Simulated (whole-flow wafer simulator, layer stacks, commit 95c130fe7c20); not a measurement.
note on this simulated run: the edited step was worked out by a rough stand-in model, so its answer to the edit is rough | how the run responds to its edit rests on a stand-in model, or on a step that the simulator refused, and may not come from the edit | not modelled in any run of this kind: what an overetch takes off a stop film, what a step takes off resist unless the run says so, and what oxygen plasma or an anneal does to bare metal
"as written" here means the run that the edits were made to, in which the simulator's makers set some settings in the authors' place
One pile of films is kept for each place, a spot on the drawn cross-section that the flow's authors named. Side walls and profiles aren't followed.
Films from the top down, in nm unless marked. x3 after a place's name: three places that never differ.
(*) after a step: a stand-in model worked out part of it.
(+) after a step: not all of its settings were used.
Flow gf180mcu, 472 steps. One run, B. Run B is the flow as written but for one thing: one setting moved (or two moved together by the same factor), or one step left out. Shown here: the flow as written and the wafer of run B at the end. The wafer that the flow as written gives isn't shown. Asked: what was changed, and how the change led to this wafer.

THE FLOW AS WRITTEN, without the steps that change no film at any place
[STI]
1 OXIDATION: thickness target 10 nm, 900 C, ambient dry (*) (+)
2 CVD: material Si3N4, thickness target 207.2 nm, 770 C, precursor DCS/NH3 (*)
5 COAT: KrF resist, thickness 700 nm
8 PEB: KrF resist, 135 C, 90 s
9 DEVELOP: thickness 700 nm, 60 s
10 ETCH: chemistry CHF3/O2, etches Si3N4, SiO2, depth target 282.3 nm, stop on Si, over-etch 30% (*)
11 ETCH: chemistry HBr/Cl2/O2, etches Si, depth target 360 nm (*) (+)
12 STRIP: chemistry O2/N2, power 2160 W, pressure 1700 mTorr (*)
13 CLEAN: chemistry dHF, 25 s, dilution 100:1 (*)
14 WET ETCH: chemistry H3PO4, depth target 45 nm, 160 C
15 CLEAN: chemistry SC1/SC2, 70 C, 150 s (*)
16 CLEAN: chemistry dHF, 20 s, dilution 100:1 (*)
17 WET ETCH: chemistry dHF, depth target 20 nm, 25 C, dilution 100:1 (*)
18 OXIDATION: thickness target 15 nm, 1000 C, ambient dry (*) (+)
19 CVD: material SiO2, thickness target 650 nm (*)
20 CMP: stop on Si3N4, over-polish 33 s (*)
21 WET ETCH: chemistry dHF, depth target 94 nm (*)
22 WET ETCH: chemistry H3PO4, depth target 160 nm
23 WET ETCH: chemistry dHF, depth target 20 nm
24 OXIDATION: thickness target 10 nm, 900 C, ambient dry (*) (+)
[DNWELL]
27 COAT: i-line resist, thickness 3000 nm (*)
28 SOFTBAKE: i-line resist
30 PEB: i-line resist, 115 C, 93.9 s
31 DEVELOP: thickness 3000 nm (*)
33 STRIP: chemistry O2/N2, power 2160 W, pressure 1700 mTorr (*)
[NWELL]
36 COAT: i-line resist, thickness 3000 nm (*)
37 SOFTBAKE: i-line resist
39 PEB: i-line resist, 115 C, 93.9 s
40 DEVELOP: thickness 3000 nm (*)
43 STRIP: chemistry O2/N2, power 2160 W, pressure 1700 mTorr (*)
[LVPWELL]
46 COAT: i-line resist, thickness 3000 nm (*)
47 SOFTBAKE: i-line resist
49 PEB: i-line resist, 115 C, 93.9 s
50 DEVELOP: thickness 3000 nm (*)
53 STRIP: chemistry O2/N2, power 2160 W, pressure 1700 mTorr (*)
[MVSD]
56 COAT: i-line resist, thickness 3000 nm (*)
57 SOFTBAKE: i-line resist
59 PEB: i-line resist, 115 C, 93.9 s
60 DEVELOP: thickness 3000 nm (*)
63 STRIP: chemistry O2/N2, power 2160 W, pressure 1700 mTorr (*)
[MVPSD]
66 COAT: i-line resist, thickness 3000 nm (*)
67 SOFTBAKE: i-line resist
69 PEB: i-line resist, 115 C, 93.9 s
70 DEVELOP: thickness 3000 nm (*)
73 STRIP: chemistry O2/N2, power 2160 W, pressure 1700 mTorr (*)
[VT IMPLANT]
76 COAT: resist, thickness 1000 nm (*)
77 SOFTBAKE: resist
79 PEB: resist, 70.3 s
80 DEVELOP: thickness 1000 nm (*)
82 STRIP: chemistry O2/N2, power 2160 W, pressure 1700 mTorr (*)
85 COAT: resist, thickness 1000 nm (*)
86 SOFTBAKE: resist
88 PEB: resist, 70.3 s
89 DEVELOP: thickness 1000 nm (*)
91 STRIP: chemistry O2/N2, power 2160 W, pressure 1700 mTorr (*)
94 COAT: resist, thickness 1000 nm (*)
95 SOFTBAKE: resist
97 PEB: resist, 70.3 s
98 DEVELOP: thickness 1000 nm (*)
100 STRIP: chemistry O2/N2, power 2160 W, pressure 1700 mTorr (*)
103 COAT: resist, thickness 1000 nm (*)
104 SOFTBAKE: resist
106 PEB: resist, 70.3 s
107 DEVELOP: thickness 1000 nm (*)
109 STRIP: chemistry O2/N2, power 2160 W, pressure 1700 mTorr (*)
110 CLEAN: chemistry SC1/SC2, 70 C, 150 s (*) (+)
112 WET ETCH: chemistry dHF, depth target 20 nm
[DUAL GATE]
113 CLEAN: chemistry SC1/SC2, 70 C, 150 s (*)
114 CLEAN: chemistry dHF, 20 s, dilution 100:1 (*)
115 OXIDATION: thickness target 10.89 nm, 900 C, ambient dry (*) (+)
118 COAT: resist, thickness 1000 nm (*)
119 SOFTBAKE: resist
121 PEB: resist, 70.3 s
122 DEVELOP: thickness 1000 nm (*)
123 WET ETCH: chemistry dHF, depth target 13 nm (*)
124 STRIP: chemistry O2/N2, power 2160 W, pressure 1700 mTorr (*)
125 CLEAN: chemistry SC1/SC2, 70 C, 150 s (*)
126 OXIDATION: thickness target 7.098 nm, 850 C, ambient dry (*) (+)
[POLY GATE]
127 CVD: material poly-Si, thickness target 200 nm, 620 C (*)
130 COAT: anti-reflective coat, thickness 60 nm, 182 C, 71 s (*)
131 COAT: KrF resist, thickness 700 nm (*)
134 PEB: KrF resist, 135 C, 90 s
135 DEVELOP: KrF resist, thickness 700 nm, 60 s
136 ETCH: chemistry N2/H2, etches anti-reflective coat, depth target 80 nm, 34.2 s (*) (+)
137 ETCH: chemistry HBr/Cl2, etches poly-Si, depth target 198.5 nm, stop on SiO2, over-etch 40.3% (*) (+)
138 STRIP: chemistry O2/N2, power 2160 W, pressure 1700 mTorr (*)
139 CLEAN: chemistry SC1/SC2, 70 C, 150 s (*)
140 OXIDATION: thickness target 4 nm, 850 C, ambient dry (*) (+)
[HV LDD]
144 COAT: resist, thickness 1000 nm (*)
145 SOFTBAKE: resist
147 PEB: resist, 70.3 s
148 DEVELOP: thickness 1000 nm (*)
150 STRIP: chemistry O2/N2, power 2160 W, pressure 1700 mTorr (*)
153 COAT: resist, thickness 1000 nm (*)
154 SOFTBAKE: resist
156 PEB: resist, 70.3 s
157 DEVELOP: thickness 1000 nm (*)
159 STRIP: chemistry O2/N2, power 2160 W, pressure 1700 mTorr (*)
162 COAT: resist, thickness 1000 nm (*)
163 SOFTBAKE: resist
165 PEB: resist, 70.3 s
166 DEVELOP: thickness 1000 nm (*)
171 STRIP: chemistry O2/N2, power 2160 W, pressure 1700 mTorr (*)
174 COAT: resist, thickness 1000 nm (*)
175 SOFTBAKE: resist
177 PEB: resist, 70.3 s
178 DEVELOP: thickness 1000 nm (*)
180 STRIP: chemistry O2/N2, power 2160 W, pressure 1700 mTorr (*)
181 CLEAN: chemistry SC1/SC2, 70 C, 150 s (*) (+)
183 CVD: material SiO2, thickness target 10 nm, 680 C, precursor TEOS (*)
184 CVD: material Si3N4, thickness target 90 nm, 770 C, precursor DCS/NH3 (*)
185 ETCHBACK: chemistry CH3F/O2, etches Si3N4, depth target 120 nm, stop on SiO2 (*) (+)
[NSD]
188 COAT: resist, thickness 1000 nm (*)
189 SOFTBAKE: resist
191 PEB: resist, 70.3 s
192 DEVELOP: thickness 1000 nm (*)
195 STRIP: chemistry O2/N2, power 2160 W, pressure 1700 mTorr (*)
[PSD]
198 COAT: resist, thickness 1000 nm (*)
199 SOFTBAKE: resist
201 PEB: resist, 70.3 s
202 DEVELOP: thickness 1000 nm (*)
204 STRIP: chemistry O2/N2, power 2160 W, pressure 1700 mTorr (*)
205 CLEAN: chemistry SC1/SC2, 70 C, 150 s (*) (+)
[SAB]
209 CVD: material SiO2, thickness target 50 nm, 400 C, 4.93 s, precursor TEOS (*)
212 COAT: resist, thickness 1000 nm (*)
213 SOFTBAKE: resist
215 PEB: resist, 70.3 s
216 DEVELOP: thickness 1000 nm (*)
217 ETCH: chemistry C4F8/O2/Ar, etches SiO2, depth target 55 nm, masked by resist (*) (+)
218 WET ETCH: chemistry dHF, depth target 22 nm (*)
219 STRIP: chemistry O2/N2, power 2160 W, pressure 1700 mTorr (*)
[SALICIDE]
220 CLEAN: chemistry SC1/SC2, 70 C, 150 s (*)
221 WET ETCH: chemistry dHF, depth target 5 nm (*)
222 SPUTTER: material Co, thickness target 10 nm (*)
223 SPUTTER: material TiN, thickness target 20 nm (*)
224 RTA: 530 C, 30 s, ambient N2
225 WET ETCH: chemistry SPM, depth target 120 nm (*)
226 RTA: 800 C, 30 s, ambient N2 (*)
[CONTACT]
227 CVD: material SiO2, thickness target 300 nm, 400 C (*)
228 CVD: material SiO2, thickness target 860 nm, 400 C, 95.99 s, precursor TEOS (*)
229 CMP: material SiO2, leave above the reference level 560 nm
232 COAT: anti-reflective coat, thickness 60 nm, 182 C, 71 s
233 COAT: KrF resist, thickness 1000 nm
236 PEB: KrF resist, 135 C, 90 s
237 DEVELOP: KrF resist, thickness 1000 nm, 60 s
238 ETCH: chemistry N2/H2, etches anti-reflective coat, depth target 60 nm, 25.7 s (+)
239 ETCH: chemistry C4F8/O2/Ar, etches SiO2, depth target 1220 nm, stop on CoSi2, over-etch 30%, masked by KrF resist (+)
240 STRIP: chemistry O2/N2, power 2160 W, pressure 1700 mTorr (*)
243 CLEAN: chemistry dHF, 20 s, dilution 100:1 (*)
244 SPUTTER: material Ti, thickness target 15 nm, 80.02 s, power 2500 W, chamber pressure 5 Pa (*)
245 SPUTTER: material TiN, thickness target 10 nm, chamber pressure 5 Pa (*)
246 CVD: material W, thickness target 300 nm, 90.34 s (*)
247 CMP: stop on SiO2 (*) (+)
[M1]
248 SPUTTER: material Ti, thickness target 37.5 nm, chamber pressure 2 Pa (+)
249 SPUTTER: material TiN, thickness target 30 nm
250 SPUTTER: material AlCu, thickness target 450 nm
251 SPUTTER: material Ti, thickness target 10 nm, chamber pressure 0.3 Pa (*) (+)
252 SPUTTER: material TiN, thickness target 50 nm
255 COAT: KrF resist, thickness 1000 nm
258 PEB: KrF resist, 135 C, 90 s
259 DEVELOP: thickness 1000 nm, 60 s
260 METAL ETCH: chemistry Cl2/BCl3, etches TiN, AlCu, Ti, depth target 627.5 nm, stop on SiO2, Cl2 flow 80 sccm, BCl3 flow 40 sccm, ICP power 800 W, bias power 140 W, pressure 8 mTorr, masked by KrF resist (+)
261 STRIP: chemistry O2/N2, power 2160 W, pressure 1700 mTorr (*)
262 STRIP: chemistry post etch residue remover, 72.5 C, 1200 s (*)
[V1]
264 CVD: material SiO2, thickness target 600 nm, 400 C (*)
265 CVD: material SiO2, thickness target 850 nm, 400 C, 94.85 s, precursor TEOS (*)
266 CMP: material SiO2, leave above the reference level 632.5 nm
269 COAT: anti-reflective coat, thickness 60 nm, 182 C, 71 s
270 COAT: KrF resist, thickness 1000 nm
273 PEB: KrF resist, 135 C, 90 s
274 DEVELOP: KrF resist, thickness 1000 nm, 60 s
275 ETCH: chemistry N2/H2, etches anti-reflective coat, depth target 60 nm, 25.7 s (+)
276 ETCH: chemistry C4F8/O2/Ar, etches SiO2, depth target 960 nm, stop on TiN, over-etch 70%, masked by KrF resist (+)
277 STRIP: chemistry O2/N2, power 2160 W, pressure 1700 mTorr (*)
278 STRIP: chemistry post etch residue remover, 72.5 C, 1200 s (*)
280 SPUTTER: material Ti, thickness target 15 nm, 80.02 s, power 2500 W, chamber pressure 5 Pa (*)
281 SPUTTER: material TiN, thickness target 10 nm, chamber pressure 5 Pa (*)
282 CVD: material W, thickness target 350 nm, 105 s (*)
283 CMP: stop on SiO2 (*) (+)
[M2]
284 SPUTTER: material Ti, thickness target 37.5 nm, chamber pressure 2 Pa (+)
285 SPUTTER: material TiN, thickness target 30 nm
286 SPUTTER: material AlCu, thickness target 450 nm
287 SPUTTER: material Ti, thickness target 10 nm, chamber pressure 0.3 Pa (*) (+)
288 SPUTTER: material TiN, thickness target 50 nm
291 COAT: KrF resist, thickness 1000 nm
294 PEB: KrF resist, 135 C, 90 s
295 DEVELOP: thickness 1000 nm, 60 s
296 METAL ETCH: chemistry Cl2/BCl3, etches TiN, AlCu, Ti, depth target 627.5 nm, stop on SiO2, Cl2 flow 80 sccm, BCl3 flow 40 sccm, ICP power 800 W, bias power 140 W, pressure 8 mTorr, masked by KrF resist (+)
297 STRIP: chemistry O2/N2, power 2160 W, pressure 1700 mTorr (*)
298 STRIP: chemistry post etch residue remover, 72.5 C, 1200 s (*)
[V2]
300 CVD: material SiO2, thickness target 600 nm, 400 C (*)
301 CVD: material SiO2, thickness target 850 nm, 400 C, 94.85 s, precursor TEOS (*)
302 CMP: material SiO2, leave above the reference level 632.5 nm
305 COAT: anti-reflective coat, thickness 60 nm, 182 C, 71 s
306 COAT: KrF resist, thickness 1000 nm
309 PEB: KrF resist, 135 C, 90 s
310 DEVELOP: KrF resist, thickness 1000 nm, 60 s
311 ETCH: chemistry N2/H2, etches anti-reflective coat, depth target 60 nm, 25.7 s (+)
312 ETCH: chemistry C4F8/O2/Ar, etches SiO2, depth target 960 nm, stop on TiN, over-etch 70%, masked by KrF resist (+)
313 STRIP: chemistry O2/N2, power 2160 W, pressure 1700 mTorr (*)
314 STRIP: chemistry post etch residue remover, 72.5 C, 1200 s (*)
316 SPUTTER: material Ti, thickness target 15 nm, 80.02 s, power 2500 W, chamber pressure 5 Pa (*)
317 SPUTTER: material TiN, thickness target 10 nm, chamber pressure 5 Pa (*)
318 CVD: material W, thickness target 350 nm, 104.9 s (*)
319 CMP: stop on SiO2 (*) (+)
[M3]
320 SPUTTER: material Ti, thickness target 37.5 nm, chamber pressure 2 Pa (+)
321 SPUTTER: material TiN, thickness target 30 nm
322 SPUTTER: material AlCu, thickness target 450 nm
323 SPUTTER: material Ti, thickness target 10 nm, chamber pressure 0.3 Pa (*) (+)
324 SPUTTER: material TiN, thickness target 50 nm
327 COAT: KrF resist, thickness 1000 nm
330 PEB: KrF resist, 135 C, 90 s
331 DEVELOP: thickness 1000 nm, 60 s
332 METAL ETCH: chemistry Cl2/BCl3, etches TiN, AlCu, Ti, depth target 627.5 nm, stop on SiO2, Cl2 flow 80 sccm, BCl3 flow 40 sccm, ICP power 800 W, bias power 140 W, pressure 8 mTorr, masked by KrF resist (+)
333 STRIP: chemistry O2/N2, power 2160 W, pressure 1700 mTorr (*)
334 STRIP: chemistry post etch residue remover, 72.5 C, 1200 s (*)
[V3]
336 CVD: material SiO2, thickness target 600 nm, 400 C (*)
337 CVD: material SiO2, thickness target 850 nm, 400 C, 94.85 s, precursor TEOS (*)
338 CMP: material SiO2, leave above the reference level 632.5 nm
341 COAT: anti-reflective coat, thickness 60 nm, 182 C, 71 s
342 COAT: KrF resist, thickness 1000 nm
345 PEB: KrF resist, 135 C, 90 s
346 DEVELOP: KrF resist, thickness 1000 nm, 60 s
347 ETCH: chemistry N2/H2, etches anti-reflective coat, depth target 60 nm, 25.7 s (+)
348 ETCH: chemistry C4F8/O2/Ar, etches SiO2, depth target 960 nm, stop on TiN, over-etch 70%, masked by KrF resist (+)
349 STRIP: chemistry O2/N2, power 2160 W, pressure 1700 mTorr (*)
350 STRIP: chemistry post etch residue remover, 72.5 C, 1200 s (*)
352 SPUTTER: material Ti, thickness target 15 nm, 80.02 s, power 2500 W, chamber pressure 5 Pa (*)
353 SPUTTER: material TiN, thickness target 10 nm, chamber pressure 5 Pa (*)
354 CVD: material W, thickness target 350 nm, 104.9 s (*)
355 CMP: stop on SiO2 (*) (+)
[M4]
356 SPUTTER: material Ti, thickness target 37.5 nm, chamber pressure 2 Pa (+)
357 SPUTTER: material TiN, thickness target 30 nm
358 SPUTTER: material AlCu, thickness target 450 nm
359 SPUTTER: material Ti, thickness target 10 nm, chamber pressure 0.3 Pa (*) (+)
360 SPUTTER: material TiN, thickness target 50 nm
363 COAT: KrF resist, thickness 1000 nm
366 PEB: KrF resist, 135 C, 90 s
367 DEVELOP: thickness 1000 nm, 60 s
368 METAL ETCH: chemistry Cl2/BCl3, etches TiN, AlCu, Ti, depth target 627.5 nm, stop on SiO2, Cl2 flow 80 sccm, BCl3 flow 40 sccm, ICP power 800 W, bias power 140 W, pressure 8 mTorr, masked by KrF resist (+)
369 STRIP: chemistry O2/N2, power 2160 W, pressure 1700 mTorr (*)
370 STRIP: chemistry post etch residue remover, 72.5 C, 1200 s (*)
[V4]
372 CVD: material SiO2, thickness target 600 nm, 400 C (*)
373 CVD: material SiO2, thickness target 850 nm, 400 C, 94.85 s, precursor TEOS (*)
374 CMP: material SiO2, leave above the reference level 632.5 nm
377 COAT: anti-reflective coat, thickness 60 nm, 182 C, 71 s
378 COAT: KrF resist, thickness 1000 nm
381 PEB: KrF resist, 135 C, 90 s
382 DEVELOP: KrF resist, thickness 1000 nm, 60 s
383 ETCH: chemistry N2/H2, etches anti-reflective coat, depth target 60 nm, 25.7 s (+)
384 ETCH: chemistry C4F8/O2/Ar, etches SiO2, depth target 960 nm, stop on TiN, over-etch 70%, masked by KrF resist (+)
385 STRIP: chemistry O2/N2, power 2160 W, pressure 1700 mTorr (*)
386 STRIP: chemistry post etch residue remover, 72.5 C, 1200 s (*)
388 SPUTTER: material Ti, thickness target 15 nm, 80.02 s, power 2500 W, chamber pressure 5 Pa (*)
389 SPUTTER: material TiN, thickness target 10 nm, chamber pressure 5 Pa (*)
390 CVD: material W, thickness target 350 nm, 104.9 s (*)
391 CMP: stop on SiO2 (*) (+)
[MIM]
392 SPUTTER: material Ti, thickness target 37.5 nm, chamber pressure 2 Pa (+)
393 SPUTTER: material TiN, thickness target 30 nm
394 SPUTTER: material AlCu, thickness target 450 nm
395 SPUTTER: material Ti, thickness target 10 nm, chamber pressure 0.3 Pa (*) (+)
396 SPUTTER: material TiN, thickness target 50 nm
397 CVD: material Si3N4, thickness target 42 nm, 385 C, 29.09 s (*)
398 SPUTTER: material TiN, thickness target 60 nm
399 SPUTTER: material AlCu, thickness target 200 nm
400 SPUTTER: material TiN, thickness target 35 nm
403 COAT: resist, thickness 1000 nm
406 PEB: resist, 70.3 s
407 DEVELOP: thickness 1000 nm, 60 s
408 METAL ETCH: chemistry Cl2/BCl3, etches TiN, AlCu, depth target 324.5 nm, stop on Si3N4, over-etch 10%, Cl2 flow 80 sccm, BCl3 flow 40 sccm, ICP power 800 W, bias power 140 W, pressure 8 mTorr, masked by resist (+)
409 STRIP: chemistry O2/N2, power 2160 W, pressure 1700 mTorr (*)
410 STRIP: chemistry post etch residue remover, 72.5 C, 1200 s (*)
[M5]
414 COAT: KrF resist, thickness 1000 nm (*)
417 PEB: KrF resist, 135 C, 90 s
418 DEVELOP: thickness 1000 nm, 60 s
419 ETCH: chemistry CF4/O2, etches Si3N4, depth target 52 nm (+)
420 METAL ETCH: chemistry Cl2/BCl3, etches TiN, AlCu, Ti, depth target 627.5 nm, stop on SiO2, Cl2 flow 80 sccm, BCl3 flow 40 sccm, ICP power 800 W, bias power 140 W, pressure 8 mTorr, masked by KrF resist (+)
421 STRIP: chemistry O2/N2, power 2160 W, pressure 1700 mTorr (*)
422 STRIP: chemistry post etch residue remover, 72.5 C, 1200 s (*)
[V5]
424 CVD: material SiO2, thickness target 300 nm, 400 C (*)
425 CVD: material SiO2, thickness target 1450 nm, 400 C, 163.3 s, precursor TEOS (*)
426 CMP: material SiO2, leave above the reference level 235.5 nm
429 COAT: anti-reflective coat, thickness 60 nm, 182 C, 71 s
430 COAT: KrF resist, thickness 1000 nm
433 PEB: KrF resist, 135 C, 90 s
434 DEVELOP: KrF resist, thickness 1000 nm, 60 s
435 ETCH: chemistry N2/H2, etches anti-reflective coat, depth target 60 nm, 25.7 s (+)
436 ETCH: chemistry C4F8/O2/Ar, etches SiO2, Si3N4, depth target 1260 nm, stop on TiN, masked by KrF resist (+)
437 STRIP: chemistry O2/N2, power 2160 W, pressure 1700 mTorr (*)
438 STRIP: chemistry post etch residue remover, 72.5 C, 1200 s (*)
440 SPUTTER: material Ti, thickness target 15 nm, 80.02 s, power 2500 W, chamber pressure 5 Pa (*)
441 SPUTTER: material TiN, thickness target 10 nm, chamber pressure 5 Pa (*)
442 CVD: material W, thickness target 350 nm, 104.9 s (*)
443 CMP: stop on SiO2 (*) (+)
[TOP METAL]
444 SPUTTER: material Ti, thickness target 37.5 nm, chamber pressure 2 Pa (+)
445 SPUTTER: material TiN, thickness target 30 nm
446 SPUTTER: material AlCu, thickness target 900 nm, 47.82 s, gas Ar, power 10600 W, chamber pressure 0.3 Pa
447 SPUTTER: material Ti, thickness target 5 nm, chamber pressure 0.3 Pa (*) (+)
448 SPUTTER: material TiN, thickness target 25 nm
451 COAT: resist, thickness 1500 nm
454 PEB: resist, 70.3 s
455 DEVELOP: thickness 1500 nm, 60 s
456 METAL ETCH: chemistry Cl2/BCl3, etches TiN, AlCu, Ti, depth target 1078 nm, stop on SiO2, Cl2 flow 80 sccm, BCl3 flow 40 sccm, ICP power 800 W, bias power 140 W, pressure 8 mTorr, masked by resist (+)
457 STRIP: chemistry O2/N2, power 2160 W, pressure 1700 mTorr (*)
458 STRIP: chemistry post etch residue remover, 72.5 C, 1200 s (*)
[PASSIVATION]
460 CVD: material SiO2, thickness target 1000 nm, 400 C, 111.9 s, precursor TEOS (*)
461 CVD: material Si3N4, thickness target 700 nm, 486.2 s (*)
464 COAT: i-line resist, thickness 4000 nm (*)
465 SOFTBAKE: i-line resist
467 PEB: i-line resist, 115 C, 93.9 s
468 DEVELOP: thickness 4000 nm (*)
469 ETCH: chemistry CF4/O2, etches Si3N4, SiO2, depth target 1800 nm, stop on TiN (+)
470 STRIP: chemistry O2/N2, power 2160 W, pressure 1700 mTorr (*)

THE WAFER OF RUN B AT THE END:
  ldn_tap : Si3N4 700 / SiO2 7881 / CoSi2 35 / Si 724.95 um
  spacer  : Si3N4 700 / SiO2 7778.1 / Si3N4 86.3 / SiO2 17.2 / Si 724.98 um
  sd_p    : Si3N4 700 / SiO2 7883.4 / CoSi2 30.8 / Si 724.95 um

The cause: step 209, CVD: thickness target 68.8 nm was run, where the flow has thickness target 50 nm; step 209, CVD: 6.779 s was run, where the flow has 4.93 s.

How the change led to this, step by step:
  209 CVD: material SiO2, thickness target 50 nm, 400 C, 4.93 s, precursor TEOS (*)
      field, field__w7, field__w8 and 73 more: SiO2 +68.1 (as written it would be: SiO2 +50)
      field_sub, field_sub__w2, ld_drn_n, ld_sd_p: SiO2 +66.5 (as written it would be: SiO2 +48.8)
      (and at 29 more places)
  217 ETCH: chemistry C4F8/O2/Ar, etches SiO2, depth target 55 nm, masked by resist (*) (+)
      spacer: SiO2 -55 (as written it would be: SiO2 -50 (all of it), Si3N4 -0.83)
  218 WET ETCH: chemistry dHF, depth target 22 nm (*)
      ldn_tap, ldn_src, ldn_drn, ldp_tap, ldp_src, ldp_drn, ldp_gr: SiO2 -33.5 (as written it would be: SiO2 -16 (all of it))
      spacer: SiO2 -13.1 (all of it), Si3N4 -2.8 (as written it would be: Si3N4 -2.46)
      (and at 92 more places)
  219 STRIP: chemistry O2/N2, power 2160 W, pressure 1700 mTorr (*)
      sd_p_hv, ldn_tap, ldn_src, ldn_drn, ldp_tap, ldp_src, ldp_drn, ldp_gr: nothing (as written it would be: chemical SiO2 +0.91 (new film), Si -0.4)
  220 CLEAN: chemistry SC1/SC2, 70 C, 150 s (*)
      ldn_tap, ldp_tap, ldp_src, ldp_drn, ldp_gr: SiO2 -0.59 (all of it) (as written it would be: chemical SiO2 -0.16, Si -0.23)
      ldn_src, ldn_drn: SiO2 -0.58 (all of it) (as written it would be: chemical SiO2 -0.16, Si -0.23)
      (and at 1 more place)
  221 WET ETCH: chemistry dHF, depth target 5 nm (*)
      ldn_tap, ldn_src, ldn_drn, ldp_tap, ldp_src, ldp_drn, ldp_gr: nothing (as written it would be: chemical SiO2 -0.76 (all of it))
  223 SPUTTER: material TiN, thickness target 20 nm (*)
      field__w12: TiN +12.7 (new film) (as written it would be: TiN +12 (new film))
      sd_p: TiN +17.3 (new film) (as written it would be: TiN +17.9 (new film))
      (and at 1 more place)
  224 RTA: 530 C, 30 s, ambient N2
      sd_p: under 1 film: CoSi +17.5 (new film), Co -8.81 (all of it), Si -16 (as written it would be: under 1 film: CoSi +18.1 (new film), Co -9.09 (all of it), Si -16.5)
  225 WET ETCH: chemistry SPM, depth target 120 nm (*)
      field__w12: TiN -12.7 (all of it), Co -6.43 (all of it) (as written it would be: TiN -12 (all of it), Co -6.15 (all of it))
      sd_p: TiN -17.3 (all of it) (as written it would be: TiN -17.9 (all of it))
      (and at 1 more place)
  226 RTA: 800 C, 30 s, ambient N2 (*)
      sd_p: CoSi2 +30.8 (new film), CoSi -17.5 (all of it), Si -16 (as written it would be: CoSi2 +31.8 (new film), CoSi -18.1 (all of it), Si -16.5)
  229 CMP: material SiO2, leave above the reference level 560 nm
      ldn_sep__w1, ldn_sep__w2, ldn_dft and 8 more: SiO2 -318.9 (as written it would be: SiO2 -311)
      sti, mim_1p0, pad, dice_street, iso_nw_fld, iso_fld_sub: SiO2 -304.7 (as written it would be: SiO2 -296.8)
      (and at 43 more places)
